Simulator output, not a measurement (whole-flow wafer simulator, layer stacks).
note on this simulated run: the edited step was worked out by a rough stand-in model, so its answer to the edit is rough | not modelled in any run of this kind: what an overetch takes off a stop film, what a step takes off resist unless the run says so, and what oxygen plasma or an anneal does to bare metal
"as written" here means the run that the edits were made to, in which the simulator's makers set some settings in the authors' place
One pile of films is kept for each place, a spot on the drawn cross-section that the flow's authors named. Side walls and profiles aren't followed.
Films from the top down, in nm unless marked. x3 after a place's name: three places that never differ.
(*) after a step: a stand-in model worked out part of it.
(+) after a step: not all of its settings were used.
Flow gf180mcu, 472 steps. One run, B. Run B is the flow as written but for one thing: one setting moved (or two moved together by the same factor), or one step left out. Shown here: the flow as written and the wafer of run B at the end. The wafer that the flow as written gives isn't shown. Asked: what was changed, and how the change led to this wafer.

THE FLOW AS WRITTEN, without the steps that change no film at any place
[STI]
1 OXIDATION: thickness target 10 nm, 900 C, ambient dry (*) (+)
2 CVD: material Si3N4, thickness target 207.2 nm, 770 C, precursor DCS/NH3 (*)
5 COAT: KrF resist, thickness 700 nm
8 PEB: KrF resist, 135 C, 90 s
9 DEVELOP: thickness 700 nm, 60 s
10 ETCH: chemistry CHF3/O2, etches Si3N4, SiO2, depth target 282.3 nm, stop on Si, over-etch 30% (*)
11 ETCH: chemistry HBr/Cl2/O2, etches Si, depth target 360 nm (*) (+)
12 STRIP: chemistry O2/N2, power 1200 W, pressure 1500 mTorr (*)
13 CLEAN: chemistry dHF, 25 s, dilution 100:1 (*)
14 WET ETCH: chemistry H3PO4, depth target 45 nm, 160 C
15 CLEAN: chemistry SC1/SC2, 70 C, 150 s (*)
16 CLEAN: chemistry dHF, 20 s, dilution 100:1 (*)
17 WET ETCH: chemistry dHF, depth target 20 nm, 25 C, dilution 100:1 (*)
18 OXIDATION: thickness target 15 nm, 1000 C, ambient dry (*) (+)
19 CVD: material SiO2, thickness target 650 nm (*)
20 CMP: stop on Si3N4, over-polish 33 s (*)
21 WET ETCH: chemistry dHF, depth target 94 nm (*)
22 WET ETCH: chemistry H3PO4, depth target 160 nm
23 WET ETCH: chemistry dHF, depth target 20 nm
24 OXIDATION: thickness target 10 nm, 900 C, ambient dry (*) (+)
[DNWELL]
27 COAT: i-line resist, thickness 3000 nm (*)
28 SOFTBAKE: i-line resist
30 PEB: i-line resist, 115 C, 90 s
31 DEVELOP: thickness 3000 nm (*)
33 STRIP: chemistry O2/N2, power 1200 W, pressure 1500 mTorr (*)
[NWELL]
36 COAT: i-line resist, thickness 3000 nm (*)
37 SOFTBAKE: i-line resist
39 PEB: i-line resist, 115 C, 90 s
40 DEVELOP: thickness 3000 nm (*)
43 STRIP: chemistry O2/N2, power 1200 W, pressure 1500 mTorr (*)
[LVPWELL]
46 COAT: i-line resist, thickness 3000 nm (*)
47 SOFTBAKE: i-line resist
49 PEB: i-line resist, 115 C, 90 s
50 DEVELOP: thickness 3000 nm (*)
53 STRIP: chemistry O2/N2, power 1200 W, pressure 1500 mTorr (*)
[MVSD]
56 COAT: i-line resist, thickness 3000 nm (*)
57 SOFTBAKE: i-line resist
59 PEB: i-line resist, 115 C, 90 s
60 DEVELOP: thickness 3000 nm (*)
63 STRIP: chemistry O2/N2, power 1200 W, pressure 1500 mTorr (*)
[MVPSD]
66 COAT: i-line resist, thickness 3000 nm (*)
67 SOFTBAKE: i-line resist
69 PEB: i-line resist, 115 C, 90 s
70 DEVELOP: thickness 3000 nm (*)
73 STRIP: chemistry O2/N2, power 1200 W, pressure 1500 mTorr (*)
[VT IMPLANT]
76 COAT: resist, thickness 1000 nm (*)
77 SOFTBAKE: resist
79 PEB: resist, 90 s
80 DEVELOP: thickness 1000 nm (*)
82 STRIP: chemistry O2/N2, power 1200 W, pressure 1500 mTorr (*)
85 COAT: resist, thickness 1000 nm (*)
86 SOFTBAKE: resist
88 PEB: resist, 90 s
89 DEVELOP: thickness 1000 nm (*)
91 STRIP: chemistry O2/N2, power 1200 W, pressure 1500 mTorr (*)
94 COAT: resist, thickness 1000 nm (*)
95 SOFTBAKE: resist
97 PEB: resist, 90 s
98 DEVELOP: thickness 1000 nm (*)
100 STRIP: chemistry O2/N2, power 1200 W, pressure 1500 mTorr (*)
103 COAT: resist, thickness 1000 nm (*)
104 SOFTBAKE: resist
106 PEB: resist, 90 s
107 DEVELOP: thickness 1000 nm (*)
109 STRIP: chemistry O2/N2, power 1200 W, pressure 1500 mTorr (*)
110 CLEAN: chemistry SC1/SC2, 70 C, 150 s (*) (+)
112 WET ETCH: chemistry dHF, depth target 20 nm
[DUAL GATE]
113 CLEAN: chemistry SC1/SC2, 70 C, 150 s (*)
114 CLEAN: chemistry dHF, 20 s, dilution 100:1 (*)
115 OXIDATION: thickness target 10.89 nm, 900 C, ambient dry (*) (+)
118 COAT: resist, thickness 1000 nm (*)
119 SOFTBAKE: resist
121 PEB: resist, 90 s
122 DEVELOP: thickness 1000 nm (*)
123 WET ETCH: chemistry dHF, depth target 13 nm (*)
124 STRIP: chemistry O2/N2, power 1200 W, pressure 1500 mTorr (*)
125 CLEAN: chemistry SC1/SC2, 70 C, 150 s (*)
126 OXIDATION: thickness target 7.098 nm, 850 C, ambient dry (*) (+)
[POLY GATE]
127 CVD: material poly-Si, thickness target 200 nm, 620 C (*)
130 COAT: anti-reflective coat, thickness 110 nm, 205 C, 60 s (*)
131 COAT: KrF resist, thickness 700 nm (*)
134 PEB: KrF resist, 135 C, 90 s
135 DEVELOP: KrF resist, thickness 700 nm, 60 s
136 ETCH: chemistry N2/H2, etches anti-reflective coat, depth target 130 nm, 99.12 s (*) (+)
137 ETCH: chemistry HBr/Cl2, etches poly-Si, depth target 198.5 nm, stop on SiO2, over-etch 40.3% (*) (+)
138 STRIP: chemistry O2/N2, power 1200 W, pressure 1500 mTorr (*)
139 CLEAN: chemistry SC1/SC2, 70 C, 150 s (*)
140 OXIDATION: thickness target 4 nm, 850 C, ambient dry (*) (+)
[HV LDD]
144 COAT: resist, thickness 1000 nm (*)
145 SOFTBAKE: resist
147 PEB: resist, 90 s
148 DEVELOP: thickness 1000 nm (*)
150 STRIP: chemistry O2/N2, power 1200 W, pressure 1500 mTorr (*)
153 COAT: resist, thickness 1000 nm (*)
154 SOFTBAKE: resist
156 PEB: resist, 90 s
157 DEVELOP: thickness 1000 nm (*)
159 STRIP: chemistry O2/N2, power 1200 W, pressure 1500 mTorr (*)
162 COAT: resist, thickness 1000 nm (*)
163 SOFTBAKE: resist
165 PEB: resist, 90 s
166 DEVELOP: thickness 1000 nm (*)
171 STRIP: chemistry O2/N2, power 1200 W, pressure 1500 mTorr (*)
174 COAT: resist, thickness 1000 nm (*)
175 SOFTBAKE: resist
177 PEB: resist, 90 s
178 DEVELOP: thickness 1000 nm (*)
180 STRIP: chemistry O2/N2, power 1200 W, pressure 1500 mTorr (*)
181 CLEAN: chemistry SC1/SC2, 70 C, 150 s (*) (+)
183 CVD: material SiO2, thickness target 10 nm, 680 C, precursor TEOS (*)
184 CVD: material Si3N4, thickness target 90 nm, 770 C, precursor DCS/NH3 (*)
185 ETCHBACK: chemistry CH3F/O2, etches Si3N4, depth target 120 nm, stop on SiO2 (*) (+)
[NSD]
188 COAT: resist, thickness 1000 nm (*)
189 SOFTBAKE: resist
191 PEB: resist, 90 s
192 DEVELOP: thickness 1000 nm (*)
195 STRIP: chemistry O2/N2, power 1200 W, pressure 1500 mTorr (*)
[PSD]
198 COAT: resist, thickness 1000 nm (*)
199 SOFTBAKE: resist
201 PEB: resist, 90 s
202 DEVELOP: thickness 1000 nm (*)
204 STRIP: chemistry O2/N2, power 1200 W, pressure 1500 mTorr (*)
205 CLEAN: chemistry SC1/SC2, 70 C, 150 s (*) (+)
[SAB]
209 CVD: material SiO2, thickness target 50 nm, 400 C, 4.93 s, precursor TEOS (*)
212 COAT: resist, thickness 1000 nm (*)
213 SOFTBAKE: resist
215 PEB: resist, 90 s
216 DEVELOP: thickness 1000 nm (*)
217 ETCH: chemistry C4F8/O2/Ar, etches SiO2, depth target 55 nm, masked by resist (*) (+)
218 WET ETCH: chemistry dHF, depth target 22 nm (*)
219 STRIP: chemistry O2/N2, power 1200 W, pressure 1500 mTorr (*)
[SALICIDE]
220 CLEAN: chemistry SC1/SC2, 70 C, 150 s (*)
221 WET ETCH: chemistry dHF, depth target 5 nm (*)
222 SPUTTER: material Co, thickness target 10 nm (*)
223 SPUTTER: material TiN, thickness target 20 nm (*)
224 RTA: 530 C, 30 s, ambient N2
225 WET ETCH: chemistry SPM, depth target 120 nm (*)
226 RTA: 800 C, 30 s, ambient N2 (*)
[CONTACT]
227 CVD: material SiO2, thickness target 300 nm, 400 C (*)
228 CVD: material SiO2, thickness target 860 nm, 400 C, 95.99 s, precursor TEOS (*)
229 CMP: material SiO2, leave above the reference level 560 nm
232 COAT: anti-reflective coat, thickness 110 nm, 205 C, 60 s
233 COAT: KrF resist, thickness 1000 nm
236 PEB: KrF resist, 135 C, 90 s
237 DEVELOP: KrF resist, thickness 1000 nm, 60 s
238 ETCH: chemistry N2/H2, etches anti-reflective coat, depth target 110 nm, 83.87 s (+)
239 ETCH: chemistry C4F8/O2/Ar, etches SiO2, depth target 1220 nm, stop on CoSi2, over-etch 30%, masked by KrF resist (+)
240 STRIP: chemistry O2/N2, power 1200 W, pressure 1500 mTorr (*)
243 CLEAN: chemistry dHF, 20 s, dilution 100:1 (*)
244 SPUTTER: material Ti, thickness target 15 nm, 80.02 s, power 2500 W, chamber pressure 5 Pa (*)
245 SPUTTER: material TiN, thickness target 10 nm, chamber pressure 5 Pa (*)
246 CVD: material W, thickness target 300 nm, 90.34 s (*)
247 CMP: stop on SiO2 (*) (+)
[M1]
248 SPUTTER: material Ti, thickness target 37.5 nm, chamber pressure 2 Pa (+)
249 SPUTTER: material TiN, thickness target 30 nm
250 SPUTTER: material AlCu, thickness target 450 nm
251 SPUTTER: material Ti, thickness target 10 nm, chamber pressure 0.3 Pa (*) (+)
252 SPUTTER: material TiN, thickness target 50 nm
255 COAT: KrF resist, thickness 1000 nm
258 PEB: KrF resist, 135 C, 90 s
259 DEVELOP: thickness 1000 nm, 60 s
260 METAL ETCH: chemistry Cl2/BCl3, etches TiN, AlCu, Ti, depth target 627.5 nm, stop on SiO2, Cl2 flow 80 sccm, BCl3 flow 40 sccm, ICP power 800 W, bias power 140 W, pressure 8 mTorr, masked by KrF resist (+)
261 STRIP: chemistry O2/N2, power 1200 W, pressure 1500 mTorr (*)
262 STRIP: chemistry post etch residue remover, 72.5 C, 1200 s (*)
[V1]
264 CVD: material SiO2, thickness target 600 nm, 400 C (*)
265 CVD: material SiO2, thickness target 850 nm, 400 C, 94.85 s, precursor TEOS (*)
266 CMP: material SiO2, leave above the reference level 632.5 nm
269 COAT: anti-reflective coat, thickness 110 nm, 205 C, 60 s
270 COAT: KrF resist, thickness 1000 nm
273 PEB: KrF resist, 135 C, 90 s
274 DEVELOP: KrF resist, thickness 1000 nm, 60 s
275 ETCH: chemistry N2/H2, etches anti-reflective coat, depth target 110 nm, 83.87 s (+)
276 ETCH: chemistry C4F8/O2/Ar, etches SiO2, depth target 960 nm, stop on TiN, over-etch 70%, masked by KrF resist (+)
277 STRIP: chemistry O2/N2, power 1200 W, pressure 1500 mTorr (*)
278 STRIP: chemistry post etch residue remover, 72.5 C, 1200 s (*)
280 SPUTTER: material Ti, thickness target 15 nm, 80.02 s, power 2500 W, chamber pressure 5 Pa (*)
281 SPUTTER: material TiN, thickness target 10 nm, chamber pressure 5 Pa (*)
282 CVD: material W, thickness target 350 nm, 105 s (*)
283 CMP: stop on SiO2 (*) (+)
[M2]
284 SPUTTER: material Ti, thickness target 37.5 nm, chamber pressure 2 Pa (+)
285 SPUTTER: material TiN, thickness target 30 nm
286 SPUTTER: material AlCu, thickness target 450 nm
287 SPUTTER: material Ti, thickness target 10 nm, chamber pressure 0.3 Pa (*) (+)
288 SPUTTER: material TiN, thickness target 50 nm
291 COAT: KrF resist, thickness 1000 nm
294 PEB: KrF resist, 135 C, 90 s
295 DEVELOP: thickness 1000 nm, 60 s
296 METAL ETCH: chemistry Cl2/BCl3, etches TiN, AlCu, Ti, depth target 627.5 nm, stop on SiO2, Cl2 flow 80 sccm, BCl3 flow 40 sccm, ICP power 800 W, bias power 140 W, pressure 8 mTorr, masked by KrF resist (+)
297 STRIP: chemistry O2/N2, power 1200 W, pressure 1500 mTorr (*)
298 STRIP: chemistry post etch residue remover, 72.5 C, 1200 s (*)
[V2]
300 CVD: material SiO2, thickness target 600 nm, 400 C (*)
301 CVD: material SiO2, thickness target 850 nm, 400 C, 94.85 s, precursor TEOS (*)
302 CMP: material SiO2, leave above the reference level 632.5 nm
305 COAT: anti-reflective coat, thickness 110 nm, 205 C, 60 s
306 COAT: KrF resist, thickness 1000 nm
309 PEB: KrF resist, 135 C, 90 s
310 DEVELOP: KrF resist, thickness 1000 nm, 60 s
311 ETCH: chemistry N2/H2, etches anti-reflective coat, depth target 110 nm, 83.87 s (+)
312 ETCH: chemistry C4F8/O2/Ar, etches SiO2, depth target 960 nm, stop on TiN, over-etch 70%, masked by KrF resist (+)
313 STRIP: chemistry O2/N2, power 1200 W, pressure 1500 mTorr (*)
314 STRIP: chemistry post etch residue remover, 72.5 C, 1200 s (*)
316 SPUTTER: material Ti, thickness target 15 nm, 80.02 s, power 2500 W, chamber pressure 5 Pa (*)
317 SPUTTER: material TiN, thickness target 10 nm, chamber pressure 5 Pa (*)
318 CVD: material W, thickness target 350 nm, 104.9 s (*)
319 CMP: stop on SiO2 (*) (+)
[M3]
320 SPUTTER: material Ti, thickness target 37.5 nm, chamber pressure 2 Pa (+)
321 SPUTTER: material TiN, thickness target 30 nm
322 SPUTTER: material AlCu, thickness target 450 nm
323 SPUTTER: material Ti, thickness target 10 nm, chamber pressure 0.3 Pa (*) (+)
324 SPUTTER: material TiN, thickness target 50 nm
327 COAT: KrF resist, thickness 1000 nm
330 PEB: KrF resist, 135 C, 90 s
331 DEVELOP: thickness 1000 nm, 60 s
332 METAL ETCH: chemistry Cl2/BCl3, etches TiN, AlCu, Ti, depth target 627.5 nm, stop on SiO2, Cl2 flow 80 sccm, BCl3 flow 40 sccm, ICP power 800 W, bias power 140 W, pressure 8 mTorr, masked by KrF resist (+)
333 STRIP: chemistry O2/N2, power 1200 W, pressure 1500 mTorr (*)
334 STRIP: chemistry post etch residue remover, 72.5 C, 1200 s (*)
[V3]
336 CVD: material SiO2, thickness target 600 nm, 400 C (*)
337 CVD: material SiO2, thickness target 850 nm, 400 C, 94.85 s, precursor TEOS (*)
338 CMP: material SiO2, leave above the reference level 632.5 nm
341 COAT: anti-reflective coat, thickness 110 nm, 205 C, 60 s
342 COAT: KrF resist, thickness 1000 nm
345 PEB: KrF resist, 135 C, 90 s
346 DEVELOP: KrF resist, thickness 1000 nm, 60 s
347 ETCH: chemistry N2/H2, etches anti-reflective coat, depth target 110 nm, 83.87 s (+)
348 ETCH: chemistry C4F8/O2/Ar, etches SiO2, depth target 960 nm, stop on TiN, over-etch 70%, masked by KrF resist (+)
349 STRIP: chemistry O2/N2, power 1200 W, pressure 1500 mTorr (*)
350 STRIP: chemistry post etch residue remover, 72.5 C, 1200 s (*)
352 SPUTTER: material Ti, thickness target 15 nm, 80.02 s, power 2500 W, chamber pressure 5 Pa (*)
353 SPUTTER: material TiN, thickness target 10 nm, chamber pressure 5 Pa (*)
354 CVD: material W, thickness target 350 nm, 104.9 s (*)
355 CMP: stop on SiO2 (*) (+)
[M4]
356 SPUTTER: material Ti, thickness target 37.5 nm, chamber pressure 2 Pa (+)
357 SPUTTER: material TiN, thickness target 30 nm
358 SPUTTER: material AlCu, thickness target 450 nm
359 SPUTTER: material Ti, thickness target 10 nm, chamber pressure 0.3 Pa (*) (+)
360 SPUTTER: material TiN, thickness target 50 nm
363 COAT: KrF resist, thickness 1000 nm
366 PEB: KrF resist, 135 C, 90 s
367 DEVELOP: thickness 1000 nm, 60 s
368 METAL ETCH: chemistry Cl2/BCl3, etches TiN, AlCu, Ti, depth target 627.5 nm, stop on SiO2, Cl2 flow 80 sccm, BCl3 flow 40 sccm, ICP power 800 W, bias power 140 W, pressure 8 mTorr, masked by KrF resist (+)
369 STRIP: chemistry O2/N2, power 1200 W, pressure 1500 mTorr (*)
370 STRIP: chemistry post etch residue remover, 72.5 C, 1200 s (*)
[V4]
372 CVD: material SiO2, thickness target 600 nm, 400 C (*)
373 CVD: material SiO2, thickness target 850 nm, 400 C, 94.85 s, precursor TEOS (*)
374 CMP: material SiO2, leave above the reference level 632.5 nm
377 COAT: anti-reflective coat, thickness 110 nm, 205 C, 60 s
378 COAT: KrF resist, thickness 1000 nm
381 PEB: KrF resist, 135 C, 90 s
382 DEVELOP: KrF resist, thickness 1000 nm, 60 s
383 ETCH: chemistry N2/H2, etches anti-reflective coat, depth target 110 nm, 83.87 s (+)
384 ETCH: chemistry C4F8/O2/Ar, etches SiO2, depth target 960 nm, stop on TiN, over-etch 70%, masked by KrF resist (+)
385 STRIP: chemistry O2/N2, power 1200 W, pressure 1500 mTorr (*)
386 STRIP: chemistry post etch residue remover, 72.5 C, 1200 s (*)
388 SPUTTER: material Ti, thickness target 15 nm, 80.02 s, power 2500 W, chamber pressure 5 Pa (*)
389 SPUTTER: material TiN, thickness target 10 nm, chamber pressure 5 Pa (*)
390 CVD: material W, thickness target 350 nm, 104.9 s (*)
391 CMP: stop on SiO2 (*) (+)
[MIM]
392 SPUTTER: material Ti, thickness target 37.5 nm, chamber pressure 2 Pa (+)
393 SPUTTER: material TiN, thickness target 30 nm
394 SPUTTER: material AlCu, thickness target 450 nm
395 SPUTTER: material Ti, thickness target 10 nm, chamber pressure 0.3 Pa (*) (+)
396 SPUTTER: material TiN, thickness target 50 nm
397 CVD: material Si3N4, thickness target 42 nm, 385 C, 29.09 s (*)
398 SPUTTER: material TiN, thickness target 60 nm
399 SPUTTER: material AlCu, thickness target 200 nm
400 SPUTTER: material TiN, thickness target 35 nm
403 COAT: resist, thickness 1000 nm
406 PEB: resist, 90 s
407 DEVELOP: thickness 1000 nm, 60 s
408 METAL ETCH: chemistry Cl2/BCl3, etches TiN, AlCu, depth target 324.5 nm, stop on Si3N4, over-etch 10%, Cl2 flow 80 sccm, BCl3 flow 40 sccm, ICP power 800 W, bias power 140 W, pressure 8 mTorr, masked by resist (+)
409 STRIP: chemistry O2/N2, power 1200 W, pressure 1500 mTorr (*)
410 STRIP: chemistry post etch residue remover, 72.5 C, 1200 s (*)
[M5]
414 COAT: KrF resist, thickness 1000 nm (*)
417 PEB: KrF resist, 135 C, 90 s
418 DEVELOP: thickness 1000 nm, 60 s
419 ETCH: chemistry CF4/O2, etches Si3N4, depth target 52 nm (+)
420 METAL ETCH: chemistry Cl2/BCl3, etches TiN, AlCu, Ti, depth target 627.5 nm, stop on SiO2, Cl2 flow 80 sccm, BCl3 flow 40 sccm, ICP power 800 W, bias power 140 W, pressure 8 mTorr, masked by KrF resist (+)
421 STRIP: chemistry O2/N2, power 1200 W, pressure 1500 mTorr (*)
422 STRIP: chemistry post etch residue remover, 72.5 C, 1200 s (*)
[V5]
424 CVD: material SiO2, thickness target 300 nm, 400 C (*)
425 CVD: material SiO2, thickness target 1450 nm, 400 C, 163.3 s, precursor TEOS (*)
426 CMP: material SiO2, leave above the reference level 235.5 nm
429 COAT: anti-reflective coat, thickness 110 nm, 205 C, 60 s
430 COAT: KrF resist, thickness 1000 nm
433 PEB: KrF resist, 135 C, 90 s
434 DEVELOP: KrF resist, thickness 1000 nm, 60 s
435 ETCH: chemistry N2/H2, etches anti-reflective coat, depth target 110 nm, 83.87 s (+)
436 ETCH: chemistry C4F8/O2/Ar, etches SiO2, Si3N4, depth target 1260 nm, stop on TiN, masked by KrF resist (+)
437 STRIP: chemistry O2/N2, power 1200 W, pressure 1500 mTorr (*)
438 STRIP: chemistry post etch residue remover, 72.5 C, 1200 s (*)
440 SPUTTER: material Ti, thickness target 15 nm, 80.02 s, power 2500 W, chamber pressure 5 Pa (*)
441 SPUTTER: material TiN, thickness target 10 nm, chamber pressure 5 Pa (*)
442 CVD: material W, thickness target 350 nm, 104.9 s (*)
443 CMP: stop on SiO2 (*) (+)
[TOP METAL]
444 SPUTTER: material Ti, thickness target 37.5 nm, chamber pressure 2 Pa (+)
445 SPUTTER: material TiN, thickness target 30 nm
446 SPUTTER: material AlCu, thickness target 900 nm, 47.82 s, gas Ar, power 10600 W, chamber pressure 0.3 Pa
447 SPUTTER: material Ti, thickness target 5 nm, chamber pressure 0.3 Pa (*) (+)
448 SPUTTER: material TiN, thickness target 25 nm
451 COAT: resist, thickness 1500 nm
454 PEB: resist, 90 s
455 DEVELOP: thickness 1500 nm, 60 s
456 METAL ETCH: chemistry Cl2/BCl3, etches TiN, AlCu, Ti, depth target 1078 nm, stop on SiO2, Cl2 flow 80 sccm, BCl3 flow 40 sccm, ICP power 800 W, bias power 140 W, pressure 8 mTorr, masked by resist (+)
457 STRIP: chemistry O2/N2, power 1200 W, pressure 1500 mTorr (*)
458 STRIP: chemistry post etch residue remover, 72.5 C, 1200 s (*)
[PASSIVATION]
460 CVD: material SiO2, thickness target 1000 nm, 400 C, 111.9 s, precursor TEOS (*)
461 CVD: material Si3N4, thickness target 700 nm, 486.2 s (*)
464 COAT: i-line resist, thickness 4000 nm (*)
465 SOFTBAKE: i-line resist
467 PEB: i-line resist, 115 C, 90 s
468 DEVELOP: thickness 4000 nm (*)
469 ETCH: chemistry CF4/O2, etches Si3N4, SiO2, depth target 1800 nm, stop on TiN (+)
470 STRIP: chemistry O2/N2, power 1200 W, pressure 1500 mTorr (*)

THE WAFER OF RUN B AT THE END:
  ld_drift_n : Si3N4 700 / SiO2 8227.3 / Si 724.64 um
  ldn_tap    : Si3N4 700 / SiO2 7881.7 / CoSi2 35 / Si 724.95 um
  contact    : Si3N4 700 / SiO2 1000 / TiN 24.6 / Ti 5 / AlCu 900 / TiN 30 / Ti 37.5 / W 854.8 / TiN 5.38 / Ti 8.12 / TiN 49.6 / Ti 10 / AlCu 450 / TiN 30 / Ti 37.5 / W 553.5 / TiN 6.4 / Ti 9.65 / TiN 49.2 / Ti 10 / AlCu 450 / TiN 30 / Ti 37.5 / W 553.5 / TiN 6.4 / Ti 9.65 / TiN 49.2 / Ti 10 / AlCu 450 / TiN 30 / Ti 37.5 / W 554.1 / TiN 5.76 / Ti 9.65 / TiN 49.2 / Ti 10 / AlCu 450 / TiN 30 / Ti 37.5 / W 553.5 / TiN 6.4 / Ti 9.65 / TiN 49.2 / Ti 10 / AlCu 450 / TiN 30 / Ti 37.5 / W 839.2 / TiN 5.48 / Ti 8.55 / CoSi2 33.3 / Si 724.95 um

The cause: step 317, SPUTTER: thickness target 9 nm was run, where the flow has thickness target 10 nm.

How the change led to this, step by step:
  317 SPUTTER: material TiN, thickness target 10 nm, chamber pressure 5 Pa (*)
      field, field__w1, field__w2 and 107 more: TiN +9 (new film) (as written it would be: TiN +10 (new film))
      contact: TiN +5.76 (new film) (as written it would be: TiN +6.4 (new film))
  319 CMP: stop on SiO2 (*) (+)
      field, field__w1, field__w2 and 107 more: W -350 (all of it), TiN -9 (all of it), Ti -15 (all of it), SiO2 -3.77 (as written it would be: W -350 (all of it), TiN -10 (all of it), Ti -15 (all of it), SiO2 -3.78)
